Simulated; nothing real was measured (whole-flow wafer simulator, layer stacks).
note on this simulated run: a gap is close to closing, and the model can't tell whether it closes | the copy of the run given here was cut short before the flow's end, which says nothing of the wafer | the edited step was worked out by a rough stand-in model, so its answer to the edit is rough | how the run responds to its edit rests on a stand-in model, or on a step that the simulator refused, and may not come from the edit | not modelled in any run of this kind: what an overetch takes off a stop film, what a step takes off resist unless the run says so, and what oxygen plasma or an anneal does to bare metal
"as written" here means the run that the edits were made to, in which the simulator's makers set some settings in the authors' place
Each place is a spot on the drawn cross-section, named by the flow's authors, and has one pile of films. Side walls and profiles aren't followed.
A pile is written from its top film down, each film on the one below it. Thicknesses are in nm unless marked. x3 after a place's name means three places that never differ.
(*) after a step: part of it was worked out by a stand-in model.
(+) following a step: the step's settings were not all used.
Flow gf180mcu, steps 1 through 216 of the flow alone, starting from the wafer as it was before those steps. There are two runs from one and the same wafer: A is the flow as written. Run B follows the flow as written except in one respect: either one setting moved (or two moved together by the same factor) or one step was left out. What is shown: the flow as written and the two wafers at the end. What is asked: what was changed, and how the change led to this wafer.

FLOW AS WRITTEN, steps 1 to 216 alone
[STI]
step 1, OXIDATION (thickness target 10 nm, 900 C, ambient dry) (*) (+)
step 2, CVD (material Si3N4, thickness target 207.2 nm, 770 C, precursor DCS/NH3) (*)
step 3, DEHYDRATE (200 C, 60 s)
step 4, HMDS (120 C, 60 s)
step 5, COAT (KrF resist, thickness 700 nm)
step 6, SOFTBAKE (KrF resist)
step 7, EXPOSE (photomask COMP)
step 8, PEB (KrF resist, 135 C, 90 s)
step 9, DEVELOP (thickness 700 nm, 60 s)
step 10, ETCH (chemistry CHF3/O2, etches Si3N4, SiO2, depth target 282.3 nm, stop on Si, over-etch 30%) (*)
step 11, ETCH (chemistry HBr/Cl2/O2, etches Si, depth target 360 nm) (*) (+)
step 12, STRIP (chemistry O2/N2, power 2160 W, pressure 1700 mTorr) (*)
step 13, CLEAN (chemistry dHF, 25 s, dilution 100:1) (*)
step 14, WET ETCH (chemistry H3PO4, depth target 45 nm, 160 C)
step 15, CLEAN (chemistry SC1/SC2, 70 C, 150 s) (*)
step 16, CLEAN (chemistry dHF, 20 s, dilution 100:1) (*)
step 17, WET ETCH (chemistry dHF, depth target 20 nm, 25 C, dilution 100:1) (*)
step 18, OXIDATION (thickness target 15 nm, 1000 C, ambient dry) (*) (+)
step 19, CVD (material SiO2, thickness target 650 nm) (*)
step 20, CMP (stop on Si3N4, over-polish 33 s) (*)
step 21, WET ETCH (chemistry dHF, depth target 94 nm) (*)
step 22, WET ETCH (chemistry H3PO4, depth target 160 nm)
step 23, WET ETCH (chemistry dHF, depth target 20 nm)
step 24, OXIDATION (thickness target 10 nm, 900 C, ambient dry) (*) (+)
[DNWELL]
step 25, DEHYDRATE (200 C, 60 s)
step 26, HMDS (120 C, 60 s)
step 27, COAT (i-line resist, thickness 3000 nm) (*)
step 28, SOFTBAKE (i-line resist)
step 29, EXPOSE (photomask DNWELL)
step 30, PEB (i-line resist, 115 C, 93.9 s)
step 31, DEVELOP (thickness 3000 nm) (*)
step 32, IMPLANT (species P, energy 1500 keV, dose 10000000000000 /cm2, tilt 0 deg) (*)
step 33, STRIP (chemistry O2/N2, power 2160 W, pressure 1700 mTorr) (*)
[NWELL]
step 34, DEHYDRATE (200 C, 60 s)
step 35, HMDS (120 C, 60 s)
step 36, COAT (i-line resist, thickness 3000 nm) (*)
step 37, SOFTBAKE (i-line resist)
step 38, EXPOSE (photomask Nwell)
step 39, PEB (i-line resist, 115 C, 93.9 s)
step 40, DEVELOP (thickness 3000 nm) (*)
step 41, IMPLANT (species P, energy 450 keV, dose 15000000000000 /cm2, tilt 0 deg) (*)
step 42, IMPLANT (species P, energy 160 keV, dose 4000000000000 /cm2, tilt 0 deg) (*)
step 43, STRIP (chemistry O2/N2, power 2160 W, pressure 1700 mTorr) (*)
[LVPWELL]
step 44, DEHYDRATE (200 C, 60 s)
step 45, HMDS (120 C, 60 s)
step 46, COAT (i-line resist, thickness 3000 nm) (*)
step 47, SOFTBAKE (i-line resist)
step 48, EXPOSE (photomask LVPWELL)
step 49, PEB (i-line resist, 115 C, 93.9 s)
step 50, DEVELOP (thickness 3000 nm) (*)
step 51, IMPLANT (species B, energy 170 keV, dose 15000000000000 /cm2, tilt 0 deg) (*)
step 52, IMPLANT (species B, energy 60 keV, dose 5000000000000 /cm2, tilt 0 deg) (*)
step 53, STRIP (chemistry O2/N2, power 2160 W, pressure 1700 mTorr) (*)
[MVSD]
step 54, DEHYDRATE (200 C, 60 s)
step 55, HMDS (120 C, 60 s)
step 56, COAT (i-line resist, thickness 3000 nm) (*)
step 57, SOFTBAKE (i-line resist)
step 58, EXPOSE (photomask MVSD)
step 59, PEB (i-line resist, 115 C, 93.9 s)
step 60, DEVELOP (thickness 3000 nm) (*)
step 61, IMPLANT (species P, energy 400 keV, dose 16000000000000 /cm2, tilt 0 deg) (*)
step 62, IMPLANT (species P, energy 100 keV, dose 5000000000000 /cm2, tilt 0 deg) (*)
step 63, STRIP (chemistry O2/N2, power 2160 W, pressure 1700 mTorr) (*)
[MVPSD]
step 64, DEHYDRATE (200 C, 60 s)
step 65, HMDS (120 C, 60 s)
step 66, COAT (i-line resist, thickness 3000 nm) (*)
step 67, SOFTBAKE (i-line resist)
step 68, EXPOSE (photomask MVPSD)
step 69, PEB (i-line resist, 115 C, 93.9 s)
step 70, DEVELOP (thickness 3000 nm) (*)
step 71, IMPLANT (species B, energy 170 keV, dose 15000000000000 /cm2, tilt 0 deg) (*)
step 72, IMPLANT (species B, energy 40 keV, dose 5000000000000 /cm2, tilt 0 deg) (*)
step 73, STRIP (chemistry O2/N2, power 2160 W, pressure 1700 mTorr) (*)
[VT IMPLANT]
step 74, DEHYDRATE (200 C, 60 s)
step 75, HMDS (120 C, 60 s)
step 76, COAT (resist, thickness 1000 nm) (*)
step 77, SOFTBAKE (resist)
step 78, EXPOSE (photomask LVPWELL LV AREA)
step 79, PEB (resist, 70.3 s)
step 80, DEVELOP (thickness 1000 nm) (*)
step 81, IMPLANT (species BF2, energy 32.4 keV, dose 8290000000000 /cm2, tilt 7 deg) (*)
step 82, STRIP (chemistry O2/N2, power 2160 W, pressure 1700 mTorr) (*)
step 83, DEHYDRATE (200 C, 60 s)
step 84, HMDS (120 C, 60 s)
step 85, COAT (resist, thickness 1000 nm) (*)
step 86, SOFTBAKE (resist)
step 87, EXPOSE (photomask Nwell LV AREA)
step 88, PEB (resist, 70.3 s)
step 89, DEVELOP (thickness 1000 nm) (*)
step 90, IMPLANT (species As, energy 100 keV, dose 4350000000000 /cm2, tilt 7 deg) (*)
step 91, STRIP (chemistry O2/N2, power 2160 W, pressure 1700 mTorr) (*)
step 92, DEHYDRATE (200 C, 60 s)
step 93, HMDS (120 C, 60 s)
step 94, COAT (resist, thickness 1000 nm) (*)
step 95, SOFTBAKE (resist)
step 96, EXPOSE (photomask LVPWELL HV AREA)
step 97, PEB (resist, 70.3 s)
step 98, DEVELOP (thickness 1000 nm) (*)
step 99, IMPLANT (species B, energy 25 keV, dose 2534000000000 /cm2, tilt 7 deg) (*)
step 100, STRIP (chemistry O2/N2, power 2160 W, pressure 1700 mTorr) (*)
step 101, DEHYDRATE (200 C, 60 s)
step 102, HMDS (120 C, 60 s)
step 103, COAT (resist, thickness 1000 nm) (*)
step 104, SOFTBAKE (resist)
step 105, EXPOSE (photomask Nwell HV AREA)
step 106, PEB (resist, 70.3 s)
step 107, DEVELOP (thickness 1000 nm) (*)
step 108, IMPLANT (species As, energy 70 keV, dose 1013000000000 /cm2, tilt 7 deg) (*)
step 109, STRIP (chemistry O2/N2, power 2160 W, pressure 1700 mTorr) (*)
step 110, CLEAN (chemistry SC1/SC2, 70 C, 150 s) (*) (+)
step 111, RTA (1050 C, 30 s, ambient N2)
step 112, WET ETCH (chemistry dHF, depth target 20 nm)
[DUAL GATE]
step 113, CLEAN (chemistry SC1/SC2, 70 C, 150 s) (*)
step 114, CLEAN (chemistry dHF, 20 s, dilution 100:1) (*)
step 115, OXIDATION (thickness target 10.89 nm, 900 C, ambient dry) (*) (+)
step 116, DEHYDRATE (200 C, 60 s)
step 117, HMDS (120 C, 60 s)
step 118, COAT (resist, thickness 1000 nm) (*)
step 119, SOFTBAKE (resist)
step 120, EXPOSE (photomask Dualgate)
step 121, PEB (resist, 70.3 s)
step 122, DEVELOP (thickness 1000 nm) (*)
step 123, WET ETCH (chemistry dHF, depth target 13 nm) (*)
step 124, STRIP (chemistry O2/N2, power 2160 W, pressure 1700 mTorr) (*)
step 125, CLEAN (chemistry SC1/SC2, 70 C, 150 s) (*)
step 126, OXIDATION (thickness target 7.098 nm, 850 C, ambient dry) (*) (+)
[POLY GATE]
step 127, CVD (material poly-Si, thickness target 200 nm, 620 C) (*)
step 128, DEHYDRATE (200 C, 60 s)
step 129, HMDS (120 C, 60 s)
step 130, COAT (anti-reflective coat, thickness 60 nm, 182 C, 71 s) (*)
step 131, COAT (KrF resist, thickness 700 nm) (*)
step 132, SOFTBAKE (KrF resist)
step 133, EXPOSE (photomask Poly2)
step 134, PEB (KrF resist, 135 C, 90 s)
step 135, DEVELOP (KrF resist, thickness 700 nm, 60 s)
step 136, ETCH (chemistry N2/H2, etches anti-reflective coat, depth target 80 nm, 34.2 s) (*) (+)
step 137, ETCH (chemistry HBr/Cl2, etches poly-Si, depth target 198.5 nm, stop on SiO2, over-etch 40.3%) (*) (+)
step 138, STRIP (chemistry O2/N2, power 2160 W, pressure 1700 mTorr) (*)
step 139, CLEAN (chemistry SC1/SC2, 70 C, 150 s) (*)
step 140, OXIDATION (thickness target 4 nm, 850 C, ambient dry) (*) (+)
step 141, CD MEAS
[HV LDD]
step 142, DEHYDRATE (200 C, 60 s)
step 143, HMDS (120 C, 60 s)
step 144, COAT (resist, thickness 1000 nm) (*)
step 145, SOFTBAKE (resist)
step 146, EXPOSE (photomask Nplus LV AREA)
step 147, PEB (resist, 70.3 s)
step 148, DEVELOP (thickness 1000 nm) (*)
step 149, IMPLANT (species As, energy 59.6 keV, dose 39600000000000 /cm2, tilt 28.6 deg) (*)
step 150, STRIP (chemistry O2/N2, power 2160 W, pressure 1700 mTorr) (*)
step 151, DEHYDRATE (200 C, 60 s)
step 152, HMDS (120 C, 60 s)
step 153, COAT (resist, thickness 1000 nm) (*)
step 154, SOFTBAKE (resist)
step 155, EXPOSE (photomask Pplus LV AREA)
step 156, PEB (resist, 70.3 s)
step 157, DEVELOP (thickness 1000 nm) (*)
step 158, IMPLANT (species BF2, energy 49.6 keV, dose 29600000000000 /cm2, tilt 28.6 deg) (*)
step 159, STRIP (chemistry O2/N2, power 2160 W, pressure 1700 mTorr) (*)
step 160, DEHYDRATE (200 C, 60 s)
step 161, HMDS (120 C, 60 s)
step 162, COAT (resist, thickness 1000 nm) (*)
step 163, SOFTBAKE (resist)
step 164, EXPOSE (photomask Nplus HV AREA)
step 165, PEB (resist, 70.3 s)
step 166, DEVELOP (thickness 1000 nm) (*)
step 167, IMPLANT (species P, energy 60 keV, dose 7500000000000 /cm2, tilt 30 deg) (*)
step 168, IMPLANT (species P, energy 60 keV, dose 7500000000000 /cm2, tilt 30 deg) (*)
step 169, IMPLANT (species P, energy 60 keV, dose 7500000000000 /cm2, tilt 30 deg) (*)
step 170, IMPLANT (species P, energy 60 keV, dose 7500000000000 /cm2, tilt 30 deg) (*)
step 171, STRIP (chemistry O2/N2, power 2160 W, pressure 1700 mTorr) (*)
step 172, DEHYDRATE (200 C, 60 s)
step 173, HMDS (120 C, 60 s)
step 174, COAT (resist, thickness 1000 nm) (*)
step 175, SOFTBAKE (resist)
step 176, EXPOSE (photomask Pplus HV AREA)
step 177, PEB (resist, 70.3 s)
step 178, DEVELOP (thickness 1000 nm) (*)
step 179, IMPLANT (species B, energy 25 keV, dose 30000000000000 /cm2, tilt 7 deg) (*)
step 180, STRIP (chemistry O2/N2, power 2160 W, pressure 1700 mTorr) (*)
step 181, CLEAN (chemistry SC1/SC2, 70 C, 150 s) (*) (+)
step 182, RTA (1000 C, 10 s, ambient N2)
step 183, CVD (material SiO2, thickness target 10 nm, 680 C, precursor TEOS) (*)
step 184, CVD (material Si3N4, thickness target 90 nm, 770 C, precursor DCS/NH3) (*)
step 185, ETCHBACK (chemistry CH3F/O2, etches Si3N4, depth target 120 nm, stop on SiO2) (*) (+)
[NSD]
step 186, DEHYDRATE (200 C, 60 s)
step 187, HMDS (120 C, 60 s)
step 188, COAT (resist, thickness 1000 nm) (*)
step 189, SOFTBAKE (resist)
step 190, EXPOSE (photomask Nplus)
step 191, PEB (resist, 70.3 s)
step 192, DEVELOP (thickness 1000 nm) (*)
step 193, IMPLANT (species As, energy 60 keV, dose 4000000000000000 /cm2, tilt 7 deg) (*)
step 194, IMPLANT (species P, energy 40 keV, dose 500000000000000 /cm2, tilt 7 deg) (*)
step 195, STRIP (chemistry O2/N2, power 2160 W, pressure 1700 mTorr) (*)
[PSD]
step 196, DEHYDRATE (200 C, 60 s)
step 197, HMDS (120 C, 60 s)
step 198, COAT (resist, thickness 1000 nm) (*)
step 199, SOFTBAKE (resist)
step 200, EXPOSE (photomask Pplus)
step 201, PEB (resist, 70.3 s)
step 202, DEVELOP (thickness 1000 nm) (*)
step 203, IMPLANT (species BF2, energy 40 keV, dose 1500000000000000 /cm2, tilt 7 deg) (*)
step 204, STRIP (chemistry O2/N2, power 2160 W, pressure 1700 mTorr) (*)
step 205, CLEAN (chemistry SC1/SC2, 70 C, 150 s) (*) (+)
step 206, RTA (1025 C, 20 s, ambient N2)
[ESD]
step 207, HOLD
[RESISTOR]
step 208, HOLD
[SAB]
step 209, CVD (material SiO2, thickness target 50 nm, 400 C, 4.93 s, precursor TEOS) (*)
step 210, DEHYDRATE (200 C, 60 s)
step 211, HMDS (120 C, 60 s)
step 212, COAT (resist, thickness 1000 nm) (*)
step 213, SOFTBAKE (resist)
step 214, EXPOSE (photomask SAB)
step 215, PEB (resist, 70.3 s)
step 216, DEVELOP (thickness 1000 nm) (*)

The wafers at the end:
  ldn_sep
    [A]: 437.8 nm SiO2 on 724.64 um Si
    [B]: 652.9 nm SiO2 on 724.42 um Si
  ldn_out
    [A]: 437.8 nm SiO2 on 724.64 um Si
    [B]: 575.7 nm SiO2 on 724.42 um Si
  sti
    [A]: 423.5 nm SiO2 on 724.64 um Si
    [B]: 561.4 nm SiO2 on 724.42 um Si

The reason: step 11, ETCH: depth target 576 nm was run, whereas the flow has depth target 360 nm.

The path from the change to this, step by step:
  step 11, ETCH (chemistry HBr/Cl2/O2, etches Si, depth target 360 nm) (*) (+)
      active, n_well, p_well and 40 more: A -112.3 KrF resist | B -184.3 KrF resist
      field, field_sub, sti and 34 more: A -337 Si | B -553 Si
  step 12, STRIP (chemistry O2/N2, power 2160 W, pressure 1700 mTorr) (*)
      active, n_well, p_well and 40 more: A -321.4 KrF resist (all of it) | B -249.4 KrF resist (all of it)
  step 19, CVD (material SiO2, thickness target 650 nm) (*)
      m1, ld_fp_n, ld_drift_n and 8 more: A +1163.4 SiO2 | B +1379.4 SiO2
  step 20, CMP (stop on Si3N4, over-polish 33 s) (*)
      sti, mim_1p0 x3, iso_nw_fld and 9 more: A -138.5 SiO2 | B nothing
      nw_enc_fld, nw_enc_fld_lv: A -142.5 SiO2 | B nothing
      (and at 10 other places as well)
  step 27, COAT (i-line resist, thickness 3000 nm) (*)
      p_well, spacer, sd_n: A +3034 i-line resist (new film) | B +2964 i-line resist (new film)
      iso_ptap_pw: A +3031.1 i-line resist (new film) | B +2968.2 i-line resist (new film)
      (and at 3 other places as well)
  step 28, SOFTBAKE (i-line resist)
      field: A +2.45 i-line resist | B -2.6 i-line resist
      field_sub: A +1.87 i-line resist | B -1.82 i-line resist
      (and at 69 other places as well)
  step 30, PEB (i-line resist, 115 C, 93.9 s)
      p_well, spacer, sd_n, iso_ptap_pw, iso_ntap_nw, vpnp_e: A -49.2 i-line resist | B -48.1 i-line resist
      ldn_sep, ldn_fp, ldn_dft, ldp_sep, ldp_fp, ldp_dft: A -48.6 i-line resist | B -47.6 i-line resist
      (and at 2 other places as well)
  step 33, STRIP (chemistry O2/N2, power 2160 W, pressure 1700 mTorr) (*)
      p_well, spacer, sd_n: A -2984.7 i-line resist (all of it) | B -2915.9 i-line resist (all of it)
      iso_ntap_nw, vpnp_e: A -2984.6 i-line resist (all of it) | B -2917.3 i-line resist (all of it)
      (and at 3 other places as well)
  step 36, COAT (i-line resist, thickness 3000 nm) (*)
      p_well, spacer, sd_n: A +3034 i-line resist (new film) | B +2964 i-line resist (new film)
      iso_ptap_pw: A +3031.1 i-line resist (new film) | B +2968.2 i-line resist (new film)
      (and at 3 other places as well)
  step 37, SOFTBAKE (i-line resist)
      field: A +2.45 i-line resist | B -2.6 i-line resist
      field_sub: A +1.87 i-line resist | B -1.82 i-line resist
      (and at 69 other places as well)
  step 39, PEB (i-line resist, 115 C, 93.9 s)
      p_well, spacer, sd_n, iso_ptap_pw, iso_ntap_nw, vpnp_e: A -49.2 i-line resist | B -48.1 i-line resist
      ldn_sep, ldn_fp, ldn_dft, ldp_sep, ldp_fp, ldp_dft: A -48.6 i-line resist | B -47.6 i-line resist
      (and at 2 other places as well)
  step 40, DEVELOP (thickness 3000 nm) (*)
      iso_ntap_nw, vpnp_e: A -2984.6 i-line resist (all of it) | B -2917.3 i-line resist (all of it)
  step 43, STRIP (chemistry O2/N2, power 2160 W, pressure 1700 mTorr) (*)
      p_well, spacer, sd_n: A -2984.7 i-line resist (all of it) | B -2915.9 i-line resist (all of it)
      iso_ptap_pw: A -2984.6 i-line resist (all of it) | B -2917.2 i-line resist (all of it)
      (and at 2 other places as well)
  step 46, COAT (i-line resist, thickness 3000 nm) (*)
      p_well, spacer, sd_n: A +3034 i-line resist (new film) | B +2964 i-line resist (new film)
      iso_ptap_pw: A +3031.1 i-line resist (new film) | B +2968.2 i-line resist (new film)
      (and at 3 other places as well)
  step 47, SOFTBAKE (i-line resist)
      field: A +2.45 i-line resist | B -2.6 i-line resist
      field_sub: A +1.87 i-line resist | B -1.82 i-line resist
      (and at 69 other places as well)
  step 49, PEB (i-line resist, 115 C, 93.9 s)
      p_well, spacer, sd_n, iso_ptap_pw, iso_ntap_nw, vpnp_e: A -49.2 i-line resist | B -48.1 i-line resist
      ldn_sep, ldn_fp, ldn_dft, ldp_sep, ldp_fp, ldp_dft: A -48.6 i-line resist | B -47.6 i-line resist
      (and at 2 other places as well)
  ... another 75 steps ...
  step 216, DEVELOP (thickness 1000 nm) (*)
      p_well, sd_n: A -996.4 resist (all of it) | B -926.4 resist (all of it)
      field__w1: A -1017.5 resist (all of it) | B -1052.9 resist (all of it)
      (and at 70 other places as well)
